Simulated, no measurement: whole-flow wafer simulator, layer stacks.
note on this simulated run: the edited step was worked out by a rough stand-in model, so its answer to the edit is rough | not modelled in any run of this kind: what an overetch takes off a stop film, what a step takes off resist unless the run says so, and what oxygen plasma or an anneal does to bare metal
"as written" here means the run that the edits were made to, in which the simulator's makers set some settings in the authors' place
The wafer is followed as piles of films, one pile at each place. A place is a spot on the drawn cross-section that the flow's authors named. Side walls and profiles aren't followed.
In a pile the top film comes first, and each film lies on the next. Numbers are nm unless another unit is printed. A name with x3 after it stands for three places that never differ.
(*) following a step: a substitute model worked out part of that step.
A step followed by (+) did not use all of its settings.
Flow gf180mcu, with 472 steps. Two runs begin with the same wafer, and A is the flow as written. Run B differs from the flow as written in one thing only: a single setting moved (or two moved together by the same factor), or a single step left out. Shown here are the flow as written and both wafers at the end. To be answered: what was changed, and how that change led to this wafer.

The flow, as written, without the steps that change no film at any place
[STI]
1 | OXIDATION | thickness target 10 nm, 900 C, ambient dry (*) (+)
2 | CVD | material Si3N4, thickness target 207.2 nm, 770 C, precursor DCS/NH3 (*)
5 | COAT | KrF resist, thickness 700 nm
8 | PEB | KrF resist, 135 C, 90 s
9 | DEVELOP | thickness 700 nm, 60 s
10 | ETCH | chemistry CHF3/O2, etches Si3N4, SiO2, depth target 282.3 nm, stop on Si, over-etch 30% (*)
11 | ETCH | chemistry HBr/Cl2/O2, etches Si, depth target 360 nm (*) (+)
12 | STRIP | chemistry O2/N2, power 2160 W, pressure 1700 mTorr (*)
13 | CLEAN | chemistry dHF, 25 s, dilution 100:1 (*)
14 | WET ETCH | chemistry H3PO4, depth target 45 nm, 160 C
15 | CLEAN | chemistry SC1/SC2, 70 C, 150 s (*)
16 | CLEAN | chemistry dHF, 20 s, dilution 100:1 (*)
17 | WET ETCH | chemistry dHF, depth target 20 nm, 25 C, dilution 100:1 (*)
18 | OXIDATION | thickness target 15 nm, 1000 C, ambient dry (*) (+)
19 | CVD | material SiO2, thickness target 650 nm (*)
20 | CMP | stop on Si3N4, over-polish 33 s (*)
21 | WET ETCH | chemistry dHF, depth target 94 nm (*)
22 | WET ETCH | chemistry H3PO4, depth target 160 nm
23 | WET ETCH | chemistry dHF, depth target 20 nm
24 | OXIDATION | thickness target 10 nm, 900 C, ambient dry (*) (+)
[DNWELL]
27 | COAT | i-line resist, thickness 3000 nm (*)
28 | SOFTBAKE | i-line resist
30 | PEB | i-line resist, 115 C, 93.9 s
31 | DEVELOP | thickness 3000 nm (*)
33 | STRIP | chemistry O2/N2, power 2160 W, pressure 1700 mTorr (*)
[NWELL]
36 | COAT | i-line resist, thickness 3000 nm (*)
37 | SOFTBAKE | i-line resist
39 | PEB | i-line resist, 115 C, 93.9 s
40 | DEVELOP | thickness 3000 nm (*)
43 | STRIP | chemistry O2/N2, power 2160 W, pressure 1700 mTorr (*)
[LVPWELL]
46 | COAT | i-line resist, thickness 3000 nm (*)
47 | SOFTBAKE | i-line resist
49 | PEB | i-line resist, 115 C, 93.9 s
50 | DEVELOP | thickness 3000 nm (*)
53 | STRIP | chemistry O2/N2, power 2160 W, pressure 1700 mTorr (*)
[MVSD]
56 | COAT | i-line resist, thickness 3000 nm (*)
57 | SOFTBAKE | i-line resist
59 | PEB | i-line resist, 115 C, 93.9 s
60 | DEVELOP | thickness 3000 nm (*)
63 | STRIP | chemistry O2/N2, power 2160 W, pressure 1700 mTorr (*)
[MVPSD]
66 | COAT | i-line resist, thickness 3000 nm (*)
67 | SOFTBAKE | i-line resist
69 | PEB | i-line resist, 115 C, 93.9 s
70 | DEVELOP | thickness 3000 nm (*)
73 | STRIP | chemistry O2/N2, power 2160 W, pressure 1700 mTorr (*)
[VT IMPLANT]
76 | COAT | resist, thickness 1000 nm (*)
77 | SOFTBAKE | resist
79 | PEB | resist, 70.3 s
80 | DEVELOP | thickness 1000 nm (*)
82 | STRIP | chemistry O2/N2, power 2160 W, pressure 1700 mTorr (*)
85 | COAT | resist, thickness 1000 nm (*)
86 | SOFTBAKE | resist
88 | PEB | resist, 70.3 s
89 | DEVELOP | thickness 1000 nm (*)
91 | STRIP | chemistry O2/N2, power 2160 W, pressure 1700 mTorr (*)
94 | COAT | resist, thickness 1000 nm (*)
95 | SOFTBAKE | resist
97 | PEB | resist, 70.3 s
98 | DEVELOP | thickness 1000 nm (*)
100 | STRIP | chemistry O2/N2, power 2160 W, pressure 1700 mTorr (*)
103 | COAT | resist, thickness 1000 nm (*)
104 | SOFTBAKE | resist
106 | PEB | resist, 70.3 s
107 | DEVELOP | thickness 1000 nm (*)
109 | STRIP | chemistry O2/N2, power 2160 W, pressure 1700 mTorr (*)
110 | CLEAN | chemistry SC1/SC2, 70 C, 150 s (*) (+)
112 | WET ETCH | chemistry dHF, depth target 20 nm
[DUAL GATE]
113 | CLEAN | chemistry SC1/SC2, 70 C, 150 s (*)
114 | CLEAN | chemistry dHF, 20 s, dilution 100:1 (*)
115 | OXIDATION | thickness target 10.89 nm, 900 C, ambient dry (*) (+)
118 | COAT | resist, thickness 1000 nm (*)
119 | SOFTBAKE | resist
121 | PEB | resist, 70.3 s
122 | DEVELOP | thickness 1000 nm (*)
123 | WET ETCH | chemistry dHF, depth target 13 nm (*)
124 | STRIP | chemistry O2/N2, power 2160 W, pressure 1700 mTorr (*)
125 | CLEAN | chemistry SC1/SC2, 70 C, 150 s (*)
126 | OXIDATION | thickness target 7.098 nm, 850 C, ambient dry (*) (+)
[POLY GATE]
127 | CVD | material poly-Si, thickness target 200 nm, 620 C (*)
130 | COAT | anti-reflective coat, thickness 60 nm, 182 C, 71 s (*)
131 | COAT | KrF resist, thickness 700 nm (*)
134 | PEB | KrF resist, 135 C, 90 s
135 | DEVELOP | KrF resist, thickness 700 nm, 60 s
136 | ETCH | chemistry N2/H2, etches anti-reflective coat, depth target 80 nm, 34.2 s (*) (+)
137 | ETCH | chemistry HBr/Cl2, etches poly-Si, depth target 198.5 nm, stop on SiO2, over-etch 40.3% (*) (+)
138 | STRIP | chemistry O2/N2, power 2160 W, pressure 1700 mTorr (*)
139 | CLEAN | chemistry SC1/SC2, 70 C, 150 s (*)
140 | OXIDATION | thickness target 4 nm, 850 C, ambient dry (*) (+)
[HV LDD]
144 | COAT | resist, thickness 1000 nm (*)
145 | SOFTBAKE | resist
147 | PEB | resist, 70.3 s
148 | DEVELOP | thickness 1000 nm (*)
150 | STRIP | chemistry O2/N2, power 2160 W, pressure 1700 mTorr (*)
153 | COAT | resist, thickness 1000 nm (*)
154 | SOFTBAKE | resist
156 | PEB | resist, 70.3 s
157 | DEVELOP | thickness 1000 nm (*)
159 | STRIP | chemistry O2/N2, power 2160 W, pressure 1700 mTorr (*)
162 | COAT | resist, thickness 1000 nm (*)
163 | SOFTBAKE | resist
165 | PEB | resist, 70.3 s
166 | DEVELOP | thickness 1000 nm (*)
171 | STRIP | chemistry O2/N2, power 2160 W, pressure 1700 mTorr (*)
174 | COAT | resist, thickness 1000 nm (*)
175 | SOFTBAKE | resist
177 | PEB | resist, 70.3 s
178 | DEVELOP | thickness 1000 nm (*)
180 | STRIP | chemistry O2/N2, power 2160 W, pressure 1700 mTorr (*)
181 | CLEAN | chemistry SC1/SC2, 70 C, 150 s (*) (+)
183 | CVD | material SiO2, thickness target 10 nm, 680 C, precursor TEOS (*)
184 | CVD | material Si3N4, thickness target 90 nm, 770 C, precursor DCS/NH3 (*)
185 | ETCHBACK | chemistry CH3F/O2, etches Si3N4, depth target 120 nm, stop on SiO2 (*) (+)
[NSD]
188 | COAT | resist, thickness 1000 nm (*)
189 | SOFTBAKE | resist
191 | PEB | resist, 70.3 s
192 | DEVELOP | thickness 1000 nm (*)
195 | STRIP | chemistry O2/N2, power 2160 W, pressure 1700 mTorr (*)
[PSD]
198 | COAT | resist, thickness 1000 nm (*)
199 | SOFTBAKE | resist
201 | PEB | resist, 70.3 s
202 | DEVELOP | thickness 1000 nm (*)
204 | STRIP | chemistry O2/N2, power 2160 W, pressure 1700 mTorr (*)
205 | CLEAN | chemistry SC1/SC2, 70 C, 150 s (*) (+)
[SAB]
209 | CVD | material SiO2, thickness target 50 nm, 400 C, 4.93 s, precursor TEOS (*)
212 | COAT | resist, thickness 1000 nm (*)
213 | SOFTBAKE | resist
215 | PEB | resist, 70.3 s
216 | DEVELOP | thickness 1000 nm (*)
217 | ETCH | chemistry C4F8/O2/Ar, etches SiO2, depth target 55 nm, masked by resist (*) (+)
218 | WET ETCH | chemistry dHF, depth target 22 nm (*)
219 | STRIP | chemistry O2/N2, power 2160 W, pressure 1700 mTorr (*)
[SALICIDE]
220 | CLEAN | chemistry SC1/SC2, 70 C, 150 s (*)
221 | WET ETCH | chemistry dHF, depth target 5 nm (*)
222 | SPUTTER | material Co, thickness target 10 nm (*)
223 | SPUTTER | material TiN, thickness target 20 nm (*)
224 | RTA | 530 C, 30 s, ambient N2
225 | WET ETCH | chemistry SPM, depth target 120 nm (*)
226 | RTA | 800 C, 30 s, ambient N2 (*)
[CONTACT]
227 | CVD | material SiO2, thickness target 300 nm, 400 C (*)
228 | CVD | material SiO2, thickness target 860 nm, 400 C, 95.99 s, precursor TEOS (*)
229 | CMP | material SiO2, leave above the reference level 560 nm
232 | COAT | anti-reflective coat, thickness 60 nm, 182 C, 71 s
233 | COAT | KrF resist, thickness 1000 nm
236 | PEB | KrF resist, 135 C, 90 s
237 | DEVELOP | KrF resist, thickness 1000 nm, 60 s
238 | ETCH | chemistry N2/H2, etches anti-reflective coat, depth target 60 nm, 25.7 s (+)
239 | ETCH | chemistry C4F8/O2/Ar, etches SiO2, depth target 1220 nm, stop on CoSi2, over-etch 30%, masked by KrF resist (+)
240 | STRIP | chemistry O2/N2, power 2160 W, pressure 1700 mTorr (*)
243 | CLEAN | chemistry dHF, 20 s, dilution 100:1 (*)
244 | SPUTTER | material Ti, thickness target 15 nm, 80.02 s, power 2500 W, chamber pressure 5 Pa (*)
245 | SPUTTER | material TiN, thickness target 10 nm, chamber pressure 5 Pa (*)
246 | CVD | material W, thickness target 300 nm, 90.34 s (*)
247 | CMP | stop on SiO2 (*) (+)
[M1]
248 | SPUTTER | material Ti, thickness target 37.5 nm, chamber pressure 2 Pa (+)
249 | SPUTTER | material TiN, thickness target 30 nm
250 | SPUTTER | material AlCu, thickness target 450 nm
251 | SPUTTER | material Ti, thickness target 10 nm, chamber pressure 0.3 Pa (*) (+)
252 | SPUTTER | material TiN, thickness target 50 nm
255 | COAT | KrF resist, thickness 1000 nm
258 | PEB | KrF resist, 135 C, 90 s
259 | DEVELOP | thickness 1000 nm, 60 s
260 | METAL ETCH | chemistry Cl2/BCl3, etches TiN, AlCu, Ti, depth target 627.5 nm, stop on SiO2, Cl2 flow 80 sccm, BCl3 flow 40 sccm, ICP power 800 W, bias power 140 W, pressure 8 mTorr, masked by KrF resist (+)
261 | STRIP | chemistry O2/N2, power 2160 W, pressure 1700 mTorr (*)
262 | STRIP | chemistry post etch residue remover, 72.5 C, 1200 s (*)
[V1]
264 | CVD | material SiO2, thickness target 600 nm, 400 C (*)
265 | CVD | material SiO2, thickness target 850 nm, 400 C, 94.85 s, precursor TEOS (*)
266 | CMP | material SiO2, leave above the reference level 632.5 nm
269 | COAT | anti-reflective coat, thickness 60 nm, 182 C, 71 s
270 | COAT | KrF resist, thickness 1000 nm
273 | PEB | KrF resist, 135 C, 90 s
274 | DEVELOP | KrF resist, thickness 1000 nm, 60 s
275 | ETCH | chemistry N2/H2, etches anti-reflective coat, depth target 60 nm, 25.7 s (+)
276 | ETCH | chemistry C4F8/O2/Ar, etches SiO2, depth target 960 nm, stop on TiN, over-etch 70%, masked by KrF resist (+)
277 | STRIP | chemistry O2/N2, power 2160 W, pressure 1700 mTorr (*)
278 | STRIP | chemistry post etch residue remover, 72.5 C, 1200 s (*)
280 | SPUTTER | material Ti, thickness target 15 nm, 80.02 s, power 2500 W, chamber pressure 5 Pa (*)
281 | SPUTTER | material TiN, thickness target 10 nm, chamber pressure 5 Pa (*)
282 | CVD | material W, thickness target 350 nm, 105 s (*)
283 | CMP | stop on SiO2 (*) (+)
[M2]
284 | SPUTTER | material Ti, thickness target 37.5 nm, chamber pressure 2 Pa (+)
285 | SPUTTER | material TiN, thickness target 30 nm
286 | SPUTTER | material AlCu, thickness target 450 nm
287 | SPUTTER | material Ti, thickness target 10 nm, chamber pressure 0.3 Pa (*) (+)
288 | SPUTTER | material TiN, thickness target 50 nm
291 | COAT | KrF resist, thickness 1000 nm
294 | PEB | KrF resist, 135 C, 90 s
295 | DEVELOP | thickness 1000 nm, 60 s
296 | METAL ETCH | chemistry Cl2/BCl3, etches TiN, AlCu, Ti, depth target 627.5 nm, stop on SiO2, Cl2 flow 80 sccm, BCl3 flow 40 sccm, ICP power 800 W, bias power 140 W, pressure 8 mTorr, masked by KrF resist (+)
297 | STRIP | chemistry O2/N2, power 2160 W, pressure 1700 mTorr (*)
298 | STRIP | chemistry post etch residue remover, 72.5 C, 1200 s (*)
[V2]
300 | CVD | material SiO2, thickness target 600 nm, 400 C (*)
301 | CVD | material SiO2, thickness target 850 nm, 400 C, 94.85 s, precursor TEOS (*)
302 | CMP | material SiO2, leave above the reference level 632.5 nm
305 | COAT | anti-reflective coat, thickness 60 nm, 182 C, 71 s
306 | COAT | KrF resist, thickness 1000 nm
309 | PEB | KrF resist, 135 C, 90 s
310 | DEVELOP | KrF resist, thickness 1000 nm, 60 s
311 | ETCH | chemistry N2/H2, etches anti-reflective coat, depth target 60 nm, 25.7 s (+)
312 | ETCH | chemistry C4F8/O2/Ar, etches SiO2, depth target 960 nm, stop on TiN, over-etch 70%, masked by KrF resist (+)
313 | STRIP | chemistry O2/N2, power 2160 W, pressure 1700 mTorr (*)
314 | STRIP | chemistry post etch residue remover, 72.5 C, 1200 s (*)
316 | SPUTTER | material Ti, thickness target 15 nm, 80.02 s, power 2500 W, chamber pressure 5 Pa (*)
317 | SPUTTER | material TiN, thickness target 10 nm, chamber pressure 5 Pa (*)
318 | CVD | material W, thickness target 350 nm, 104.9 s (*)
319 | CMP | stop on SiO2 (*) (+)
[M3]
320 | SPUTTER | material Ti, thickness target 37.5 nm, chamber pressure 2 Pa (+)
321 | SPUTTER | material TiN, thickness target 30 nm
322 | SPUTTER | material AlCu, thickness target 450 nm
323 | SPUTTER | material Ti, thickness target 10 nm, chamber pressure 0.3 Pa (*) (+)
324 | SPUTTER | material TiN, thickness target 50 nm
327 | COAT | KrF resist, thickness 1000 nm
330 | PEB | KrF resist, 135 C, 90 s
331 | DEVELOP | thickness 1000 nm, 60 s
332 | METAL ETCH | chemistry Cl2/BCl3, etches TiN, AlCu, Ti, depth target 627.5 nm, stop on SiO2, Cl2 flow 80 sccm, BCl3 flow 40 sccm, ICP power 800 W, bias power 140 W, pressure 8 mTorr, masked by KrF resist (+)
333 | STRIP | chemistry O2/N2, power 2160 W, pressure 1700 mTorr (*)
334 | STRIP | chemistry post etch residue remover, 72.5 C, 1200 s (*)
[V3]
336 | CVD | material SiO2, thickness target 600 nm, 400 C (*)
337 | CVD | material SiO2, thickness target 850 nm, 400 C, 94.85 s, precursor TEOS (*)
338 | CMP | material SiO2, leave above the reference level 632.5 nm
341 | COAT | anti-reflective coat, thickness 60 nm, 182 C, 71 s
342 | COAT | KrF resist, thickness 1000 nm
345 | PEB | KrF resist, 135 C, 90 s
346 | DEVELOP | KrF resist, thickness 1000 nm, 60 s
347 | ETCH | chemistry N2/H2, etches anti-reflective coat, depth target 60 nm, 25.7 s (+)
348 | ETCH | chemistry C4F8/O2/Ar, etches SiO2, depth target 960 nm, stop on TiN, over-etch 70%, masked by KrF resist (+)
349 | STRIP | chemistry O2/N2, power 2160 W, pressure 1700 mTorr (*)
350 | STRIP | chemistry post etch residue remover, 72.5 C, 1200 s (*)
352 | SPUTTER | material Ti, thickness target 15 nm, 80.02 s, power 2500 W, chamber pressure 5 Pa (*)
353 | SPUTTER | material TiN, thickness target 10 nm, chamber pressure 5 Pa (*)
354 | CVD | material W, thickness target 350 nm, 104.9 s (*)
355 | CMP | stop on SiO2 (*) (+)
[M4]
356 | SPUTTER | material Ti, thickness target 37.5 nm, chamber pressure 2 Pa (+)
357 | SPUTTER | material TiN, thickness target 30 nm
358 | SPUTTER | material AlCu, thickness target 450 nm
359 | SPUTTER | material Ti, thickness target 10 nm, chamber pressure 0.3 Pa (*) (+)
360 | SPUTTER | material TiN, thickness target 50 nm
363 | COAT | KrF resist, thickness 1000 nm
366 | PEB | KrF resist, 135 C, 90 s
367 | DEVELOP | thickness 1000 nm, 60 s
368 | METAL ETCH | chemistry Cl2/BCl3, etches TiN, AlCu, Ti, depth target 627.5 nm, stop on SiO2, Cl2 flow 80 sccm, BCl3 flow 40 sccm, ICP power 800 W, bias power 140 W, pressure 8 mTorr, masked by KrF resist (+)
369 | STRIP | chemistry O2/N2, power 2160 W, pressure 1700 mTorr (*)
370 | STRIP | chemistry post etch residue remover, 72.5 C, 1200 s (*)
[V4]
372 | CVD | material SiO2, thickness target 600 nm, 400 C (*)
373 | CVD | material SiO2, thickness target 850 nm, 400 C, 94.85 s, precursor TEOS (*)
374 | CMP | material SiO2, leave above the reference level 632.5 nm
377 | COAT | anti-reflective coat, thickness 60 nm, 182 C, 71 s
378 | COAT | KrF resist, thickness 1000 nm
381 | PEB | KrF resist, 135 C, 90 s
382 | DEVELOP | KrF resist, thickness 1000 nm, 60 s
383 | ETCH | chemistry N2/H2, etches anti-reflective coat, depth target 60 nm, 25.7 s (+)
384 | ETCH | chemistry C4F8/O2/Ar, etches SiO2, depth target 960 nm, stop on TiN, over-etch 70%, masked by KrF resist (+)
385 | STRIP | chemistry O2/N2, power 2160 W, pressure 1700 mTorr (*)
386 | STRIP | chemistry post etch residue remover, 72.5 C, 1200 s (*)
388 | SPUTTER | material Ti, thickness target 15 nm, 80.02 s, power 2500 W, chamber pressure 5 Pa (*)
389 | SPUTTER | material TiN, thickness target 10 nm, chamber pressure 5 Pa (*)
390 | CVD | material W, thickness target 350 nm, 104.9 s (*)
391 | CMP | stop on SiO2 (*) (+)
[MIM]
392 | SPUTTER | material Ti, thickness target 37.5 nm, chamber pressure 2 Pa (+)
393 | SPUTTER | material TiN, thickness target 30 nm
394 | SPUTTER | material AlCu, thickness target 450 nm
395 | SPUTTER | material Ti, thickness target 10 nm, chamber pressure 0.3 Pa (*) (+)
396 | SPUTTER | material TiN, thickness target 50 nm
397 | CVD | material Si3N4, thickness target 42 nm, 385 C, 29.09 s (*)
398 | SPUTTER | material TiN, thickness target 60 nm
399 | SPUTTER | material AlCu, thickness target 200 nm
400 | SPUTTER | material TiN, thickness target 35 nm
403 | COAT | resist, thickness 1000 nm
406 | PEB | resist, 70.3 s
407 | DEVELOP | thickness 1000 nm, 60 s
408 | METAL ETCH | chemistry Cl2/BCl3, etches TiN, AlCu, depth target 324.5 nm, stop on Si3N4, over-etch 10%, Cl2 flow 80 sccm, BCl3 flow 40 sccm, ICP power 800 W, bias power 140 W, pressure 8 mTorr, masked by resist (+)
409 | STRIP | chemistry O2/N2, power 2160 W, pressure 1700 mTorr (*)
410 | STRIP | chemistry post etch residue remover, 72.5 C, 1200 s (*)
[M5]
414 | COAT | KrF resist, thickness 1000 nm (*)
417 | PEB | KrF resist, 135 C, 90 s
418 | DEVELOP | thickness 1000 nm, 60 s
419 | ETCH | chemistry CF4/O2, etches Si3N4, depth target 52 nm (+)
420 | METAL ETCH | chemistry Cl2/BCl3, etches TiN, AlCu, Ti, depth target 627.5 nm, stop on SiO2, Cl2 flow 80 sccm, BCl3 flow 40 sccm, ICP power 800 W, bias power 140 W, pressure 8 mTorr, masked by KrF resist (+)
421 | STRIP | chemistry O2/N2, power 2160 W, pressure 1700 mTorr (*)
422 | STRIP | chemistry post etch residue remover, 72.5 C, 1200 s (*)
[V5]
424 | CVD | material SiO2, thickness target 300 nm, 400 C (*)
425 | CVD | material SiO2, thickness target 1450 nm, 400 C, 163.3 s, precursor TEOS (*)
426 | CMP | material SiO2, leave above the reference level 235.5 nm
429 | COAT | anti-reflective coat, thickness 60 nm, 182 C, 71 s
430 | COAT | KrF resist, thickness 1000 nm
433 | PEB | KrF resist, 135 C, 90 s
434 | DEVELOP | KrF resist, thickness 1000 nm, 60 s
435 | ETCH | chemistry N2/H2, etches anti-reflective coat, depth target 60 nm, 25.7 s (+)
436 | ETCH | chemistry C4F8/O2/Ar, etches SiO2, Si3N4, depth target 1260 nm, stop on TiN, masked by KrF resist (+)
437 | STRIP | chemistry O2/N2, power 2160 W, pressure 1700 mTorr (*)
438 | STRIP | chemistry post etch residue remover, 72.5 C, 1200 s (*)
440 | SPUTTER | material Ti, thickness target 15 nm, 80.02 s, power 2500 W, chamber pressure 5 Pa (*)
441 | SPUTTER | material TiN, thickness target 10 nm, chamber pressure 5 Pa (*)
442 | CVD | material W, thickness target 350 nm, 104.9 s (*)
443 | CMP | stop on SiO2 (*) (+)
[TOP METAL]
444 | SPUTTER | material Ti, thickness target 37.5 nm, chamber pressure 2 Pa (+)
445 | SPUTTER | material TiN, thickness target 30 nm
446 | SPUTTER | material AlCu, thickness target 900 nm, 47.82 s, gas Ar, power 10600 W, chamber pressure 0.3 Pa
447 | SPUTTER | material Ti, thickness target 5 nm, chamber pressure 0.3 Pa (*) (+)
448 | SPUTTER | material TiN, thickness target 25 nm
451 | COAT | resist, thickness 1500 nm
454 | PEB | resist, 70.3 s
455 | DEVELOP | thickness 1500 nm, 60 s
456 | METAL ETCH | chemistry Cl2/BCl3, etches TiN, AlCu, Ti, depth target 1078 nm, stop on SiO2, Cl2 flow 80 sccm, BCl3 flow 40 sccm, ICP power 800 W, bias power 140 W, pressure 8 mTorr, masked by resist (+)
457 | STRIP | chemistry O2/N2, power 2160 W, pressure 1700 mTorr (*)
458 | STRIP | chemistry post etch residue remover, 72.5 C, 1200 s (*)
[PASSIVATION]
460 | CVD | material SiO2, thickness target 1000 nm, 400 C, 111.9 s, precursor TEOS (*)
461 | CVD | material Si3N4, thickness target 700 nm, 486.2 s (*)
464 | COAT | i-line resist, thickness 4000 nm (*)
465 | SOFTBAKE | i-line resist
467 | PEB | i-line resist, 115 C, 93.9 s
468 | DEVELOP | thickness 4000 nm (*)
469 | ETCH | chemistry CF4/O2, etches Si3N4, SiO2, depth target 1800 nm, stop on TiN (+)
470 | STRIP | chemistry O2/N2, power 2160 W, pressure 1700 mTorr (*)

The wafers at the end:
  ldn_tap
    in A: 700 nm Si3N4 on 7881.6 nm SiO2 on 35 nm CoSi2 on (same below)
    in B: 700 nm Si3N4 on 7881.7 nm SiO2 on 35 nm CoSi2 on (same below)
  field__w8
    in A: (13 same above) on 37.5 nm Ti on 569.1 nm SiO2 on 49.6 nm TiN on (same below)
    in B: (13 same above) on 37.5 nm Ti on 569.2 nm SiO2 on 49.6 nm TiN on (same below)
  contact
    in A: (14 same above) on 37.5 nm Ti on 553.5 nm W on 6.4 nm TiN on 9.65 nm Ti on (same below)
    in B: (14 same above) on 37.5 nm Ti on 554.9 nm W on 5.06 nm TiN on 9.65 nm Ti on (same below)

The reason: step 389, SPUTTER: thickness target 7.9 nm was run, whereas the flow has thickness target 10 nm.

The path from the change to this, step by step:
  389 | SPUTTER | material TiN, thickness target 10 nm, chamber pressure 5 Pa (*)
      field, field__w1, field__w2 and 107 more: A +10 TiN (new film) | B +7.9 TiN (new film)
      contact: A +6.4 TiN (new film) | B +5.06 TiN (new film)
  391 | CMP | stop on SiO2 (*) (+)
      field, field__w1, field__w2 and 107 more: A -350 W (all of it), -10 TiN (all of it), -15 Ti (all of it), -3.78 SiO2 | B -350 W (all of it), -7.9 TiN (all of it), -15 Ti (all of it), -3.76 SiO2
